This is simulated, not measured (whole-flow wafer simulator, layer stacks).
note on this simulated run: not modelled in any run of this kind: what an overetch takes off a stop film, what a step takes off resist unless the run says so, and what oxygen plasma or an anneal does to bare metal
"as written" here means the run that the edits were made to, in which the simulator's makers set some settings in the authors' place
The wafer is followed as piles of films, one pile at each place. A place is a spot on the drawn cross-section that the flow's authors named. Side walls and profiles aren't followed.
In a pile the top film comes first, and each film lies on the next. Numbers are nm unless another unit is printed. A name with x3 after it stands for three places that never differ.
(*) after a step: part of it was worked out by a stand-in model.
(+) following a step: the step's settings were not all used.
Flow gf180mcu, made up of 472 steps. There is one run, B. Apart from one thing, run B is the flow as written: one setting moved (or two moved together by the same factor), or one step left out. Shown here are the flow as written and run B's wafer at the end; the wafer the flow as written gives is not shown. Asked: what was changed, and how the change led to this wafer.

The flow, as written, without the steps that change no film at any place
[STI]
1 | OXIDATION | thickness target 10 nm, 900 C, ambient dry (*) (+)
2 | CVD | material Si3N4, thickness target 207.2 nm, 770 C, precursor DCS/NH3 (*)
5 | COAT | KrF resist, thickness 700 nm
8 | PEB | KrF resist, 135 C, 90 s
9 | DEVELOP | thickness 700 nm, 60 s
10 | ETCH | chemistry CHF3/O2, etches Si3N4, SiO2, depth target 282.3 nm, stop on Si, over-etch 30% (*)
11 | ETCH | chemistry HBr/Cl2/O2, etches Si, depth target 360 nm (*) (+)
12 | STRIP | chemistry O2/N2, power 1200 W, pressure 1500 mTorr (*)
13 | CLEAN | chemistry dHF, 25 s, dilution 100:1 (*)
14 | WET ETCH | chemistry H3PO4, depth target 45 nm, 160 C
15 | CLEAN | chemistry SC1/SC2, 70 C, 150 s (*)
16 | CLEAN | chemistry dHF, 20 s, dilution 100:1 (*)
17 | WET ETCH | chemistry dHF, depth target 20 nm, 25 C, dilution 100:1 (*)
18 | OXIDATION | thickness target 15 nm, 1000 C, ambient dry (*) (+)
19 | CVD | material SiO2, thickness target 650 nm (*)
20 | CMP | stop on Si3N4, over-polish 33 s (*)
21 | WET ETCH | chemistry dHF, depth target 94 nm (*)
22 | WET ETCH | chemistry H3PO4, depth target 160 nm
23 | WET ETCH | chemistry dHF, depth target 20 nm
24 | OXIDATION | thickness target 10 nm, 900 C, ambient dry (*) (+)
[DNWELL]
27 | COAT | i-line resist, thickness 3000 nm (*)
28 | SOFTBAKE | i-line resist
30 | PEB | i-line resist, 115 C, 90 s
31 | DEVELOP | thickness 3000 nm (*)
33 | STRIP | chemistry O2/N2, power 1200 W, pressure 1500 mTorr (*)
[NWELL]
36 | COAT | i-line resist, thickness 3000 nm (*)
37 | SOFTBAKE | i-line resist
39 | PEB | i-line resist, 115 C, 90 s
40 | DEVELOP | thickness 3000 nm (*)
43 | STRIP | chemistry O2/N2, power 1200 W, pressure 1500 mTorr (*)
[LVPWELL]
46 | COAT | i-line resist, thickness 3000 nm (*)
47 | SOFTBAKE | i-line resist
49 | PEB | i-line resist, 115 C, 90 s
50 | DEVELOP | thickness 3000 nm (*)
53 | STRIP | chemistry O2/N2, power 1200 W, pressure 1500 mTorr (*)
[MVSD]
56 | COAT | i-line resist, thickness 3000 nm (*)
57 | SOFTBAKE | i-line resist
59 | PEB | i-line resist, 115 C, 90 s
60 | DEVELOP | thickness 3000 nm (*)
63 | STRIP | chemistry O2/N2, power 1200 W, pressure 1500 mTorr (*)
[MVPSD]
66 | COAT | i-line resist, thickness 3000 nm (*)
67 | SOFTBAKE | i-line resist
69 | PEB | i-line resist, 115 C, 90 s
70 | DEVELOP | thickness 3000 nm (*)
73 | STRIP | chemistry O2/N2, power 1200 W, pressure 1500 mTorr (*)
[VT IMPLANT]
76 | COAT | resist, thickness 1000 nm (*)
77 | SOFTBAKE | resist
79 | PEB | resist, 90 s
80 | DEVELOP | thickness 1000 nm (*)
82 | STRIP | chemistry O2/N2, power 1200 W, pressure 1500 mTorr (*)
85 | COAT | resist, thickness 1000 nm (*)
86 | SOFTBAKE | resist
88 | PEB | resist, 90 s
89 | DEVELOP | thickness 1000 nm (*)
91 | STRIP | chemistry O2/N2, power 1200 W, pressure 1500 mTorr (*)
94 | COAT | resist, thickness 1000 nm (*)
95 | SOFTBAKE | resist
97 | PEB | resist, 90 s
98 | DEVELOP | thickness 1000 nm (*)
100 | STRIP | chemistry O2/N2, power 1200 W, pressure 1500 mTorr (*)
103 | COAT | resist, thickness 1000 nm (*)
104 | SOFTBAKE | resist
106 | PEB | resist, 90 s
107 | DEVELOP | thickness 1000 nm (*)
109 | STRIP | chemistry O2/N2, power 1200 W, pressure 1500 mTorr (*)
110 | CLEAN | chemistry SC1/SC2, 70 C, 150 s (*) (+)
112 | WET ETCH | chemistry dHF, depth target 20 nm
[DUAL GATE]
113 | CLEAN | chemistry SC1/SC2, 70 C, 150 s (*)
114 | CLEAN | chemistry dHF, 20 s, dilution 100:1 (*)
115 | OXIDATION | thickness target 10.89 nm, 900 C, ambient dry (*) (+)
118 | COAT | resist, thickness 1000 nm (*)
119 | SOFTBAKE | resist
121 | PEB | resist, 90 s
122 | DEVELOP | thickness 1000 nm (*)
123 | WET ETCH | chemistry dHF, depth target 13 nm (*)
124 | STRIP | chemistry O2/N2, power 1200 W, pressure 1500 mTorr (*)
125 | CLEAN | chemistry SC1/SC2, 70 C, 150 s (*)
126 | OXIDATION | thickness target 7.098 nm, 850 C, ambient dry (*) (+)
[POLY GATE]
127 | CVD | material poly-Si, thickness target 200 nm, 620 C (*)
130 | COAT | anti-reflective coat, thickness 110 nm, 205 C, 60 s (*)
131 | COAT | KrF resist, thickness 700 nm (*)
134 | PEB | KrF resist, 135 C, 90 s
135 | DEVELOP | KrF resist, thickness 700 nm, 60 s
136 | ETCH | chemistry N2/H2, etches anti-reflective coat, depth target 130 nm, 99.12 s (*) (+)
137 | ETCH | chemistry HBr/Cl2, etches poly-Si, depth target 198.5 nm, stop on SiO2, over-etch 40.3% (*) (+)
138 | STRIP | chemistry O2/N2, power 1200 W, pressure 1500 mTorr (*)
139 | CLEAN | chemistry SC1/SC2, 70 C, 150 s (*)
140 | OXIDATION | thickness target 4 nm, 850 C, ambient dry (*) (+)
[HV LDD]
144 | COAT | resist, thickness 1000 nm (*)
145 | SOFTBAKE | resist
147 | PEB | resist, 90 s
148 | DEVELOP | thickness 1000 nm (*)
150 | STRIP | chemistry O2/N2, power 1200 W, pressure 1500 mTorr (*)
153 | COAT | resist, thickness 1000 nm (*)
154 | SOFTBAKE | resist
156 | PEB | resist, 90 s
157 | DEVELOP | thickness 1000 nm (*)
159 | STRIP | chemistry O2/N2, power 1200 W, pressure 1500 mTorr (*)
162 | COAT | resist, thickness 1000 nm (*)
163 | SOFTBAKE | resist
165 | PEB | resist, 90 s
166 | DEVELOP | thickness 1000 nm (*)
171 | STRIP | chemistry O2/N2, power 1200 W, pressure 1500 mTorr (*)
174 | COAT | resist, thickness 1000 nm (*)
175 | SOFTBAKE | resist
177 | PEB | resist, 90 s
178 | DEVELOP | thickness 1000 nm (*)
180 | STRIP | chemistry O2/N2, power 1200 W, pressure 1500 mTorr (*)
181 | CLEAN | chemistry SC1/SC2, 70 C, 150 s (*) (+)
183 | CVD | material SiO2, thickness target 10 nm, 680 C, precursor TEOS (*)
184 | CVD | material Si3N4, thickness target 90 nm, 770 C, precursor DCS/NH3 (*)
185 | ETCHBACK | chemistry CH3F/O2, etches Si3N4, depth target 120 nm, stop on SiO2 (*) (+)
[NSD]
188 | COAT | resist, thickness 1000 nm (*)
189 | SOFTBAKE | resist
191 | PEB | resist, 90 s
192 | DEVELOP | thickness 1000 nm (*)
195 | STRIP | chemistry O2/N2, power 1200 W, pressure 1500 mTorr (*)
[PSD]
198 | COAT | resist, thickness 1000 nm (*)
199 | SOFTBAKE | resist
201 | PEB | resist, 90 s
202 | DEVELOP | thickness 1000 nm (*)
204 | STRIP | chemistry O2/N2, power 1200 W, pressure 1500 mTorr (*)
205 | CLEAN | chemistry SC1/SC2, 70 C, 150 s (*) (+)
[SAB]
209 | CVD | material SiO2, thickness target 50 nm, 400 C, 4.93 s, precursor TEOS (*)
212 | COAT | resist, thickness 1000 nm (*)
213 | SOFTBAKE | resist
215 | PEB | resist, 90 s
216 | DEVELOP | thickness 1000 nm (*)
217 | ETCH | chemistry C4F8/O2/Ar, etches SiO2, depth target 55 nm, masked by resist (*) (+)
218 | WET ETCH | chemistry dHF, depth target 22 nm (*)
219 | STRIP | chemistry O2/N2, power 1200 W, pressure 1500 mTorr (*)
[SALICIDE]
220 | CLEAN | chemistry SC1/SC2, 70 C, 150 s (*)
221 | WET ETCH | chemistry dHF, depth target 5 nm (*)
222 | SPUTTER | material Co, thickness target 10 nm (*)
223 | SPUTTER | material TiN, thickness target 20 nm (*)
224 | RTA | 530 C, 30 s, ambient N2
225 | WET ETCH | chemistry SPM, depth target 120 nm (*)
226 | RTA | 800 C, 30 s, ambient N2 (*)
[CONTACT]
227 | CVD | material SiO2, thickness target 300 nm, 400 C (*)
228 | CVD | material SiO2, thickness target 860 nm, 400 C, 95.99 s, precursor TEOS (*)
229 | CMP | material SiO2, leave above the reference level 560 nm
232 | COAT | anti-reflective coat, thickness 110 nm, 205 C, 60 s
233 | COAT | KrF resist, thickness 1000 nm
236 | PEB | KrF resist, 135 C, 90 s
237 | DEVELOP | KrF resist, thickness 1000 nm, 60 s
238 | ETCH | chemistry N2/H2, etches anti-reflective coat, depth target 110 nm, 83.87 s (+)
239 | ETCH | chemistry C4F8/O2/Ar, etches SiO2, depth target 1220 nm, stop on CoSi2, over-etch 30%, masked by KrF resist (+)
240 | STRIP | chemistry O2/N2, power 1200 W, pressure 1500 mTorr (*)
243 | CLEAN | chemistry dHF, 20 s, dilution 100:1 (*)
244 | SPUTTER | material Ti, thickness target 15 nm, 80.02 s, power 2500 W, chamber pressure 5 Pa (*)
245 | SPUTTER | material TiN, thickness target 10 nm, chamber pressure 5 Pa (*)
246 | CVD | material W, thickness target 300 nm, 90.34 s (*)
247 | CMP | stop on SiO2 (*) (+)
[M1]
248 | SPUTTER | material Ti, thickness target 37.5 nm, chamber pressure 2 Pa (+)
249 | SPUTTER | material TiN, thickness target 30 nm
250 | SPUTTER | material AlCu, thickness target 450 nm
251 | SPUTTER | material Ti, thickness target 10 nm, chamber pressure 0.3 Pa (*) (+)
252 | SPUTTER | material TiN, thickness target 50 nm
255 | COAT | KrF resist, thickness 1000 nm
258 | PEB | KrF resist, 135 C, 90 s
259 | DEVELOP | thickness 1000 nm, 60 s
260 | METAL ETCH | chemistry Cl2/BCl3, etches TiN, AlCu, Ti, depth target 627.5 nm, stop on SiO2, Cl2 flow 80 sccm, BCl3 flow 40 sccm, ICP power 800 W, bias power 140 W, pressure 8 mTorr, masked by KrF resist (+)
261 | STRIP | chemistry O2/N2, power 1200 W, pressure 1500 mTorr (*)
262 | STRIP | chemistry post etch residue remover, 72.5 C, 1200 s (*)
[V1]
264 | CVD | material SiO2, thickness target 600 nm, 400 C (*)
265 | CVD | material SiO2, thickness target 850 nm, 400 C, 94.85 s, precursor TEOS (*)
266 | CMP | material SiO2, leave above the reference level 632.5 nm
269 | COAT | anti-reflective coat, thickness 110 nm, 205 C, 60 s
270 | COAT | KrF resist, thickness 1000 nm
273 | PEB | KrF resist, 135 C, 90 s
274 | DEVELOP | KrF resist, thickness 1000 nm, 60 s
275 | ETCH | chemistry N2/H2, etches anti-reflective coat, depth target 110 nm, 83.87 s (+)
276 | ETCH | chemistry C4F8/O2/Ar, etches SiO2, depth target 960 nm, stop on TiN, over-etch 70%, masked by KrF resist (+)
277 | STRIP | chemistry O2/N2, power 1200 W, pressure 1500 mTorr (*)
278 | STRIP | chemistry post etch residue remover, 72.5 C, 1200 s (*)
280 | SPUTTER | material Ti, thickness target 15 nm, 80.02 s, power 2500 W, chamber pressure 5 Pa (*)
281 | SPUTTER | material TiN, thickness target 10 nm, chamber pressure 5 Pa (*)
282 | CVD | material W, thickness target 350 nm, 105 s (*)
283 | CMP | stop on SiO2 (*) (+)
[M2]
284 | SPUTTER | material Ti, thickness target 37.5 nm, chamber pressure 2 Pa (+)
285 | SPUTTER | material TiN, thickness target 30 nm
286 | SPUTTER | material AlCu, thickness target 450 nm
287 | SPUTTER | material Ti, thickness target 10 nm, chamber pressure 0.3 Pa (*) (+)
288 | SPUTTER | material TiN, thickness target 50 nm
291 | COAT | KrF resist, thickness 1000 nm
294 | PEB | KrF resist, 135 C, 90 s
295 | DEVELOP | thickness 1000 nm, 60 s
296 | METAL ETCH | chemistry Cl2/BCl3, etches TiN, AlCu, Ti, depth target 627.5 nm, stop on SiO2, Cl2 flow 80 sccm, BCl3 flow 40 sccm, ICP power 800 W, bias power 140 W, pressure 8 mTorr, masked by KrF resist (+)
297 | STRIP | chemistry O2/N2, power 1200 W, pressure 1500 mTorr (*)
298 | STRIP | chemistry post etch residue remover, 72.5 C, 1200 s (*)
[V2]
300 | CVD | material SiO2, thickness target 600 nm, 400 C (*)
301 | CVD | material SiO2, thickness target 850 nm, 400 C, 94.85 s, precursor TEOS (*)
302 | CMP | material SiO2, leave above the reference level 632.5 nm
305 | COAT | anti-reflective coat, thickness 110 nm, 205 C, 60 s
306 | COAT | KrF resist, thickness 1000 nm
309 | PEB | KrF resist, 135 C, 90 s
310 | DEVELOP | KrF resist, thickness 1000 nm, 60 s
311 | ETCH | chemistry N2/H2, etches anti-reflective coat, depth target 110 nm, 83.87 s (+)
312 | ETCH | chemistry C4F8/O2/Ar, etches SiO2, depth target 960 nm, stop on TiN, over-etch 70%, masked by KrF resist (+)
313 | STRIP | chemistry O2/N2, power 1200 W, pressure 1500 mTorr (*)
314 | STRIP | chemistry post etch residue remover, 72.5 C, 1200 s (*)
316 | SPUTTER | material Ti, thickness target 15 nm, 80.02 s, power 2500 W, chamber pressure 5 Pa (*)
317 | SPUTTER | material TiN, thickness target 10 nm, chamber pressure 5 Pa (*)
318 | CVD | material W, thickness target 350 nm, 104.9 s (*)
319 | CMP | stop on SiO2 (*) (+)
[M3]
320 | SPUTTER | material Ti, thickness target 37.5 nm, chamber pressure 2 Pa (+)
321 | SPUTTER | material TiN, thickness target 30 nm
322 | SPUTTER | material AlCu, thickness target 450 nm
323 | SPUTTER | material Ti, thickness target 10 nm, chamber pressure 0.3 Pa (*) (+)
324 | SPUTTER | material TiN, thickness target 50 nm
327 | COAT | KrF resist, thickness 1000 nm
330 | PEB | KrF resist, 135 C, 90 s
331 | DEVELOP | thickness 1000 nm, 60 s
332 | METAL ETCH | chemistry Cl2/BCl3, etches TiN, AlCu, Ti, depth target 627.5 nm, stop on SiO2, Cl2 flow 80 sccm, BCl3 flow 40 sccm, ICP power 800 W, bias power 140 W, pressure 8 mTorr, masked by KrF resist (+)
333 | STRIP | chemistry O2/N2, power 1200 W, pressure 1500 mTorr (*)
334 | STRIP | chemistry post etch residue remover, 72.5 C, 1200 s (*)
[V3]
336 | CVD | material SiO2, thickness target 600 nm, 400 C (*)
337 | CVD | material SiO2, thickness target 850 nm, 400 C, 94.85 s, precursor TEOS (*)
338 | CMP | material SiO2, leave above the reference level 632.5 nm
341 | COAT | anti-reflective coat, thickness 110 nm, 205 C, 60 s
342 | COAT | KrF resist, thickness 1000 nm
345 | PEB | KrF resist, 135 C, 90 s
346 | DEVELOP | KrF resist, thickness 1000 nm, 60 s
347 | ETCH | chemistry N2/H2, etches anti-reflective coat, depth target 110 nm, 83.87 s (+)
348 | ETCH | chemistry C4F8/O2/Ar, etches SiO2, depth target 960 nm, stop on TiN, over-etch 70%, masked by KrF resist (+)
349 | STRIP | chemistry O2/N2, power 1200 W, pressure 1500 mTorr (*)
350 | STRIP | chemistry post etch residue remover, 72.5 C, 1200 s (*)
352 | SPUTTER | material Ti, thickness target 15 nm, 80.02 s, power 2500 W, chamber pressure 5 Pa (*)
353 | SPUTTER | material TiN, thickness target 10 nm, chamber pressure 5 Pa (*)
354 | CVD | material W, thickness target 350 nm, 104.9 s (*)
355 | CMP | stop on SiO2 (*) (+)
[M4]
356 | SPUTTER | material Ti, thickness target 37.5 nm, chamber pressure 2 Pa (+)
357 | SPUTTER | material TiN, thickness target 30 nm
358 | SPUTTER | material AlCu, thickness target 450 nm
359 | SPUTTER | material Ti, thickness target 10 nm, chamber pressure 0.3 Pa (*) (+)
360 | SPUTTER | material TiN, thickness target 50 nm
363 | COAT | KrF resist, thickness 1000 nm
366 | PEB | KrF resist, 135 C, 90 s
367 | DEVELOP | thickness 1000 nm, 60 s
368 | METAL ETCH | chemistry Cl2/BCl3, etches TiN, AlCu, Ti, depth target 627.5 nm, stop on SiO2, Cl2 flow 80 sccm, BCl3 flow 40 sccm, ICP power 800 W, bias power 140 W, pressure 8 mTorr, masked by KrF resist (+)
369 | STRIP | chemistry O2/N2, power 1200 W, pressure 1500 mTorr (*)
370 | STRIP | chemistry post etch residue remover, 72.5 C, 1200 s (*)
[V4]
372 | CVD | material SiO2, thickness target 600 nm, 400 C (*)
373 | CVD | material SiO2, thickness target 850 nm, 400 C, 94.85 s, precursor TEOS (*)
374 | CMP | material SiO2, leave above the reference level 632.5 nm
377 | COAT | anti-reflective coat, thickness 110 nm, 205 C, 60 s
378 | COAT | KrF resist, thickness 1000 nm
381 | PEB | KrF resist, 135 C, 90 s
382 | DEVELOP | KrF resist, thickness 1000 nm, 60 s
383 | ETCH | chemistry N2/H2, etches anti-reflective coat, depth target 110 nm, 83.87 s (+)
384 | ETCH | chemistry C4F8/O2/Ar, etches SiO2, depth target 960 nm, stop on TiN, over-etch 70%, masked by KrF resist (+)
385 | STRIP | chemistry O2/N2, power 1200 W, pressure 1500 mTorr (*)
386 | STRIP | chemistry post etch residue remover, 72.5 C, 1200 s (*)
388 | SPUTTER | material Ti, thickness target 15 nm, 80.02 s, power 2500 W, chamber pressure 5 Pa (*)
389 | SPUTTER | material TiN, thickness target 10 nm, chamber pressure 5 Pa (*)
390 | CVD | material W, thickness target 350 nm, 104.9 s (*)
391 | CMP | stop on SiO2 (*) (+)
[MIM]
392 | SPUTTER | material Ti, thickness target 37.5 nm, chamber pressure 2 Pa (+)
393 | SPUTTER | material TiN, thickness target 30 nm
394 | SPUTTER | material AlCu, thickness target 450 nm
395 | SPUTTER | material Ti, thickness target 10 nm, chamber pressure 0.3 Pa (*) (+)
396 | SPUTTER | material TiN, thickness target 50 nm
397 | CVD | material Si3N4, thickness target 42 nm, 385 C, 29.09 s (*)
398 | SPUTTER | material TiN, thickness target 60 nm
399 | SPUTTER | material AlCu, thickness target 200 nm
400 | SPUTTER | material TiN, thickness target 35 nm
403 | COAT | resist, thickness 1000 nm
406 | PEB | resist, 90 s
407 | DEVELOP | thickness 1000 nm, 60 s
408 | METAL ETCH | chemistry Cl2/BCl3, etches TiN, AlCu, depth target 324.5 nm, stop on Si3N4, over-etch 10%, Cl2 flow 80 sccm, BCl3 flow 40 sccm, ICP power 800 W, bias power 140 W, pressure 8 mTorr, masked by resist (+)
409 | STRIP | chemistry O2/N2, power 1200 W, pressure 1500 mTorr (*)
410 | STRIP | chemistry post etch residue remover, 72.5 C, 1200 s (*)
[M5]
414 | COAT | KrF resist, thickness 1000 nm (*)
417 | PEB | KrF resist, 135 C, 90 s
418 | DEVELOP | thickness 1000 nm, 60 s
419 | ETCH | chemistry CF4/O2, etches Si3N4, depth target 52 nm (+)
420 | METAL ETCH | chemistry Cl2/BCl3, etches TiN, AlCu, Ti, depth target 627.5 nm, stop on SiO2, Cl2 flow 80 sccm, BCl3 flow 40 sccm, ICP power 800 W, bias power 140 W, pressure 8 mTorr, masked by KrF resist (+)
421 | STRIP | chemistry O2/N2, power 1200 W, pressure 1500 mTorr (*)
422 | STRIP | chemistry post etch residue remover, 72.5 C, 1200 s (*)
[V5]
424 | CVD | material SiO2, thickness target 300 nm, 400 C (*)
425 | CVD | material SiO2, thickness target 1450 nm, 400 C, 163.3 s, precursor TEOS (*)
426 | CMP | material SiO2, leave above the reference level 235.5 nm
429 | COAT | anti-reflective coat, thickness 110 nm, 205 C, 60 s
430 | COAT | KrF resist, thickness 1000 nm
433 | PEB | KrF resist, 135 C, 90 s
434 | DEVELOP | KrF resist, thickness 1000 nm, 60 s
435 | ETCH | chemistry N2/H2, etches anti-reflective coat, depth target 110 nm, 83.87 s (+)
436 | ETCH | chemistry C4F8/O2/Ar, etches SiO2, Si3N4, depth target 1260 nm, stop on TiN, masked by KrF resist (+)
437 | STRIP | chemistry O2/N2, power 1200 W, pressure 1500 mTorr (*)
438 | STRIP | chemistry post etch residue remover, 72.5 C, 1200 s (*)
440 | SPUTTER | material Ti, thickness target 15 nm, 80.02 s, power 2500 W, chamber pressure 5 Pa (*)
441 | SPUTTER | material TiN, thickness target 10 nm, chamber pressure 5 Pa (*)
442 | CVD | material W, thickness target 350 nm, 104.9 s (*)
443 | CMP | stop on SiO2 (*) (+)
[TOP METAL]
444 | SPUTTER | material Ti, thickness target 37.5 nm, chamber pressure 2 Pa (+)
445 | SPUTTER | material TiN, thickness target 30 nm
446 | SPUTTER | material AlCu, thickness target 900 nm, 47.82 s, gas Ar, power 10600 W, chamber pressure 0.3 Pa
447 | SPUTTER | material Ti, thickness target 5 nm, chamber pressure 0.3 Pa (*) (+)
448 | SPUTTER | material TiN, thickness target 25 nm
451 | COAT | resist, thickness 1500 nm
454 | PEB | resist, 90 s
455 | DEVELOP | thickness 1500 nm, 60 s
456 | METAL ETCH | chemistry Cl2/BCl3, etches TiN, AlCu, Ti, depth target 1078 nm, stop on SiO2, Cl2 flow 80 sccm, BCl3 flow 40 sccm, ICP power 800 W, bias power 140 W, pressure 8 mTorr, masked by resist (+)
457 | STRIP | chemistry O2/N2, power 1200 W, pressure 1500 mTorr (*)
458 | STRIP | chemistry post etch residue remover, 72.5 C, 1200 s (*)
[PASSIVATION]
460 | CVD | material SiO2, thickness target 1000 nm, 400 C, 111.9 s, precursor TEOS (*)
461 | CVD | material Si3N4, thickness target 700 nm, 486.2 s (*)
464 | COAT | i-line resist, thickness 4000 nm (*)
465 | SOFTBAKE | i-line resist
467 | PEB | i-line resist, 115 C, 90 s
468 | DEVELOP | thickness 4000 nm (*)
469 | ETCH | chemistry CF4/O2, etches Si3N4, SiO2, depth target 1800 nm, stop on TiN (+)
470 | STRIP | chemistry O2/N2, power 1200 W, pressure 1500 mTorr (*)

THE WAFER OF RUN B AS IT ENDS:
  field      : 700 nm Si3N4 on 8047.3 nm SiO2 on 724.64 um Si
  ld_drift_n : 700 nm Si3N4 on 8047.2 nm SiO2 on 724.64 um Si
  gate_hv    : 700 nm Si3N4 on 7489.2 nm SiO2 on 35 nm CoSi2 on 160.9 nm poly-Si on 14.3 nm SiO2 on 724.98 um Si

Cause: step 286, SPUTTER: thickness target 270 nm was run, though the flow has thickness target 450 nm.

The path from the change to this, step by step:
  286 | SPUTTER | material AlCu, thickness target 450 nm
      field, field__w1, field__w2 and 108 more: +270 AlCu (new film) (as written it would have been: +450 AlCu (new film))
  296 | METAL ETCH | chemistry Cl2/BCl3, etches TiN, AlCu, Ti, depth target 627.5 nm, stop on SiO2, Cl2 flow 80 sccm, BCl3 flow 40 sccm, ICP power 800 W, bias power 140 W, pressure 8 mTorr, masked by KrF resist (+)
      field, field__w1, field__w2 and 103 more: -50 TiN (all of it), -10 Ti (all of it), -270 AlCu (all of it), -30 TiN (all of it), -37.5 Ti (all of it) (as written it would have been: -50 TiN (all of it), -10 Ti (all of it), -450 AlCu (all of it), -30 TiN (all of it), -37.5 Ti (all of it))
      field__w8, contact, m1, m1__w1, m1_nw: -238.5 KrF resist (as written it would have been: -251 KrF resist)
  302 | CMP | material SiO2, leave above the reference level 632.5 nm
      field, field__w1, field__w2 and 103 more: -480 SiO2 (as written it would have been: -300 SiO2)
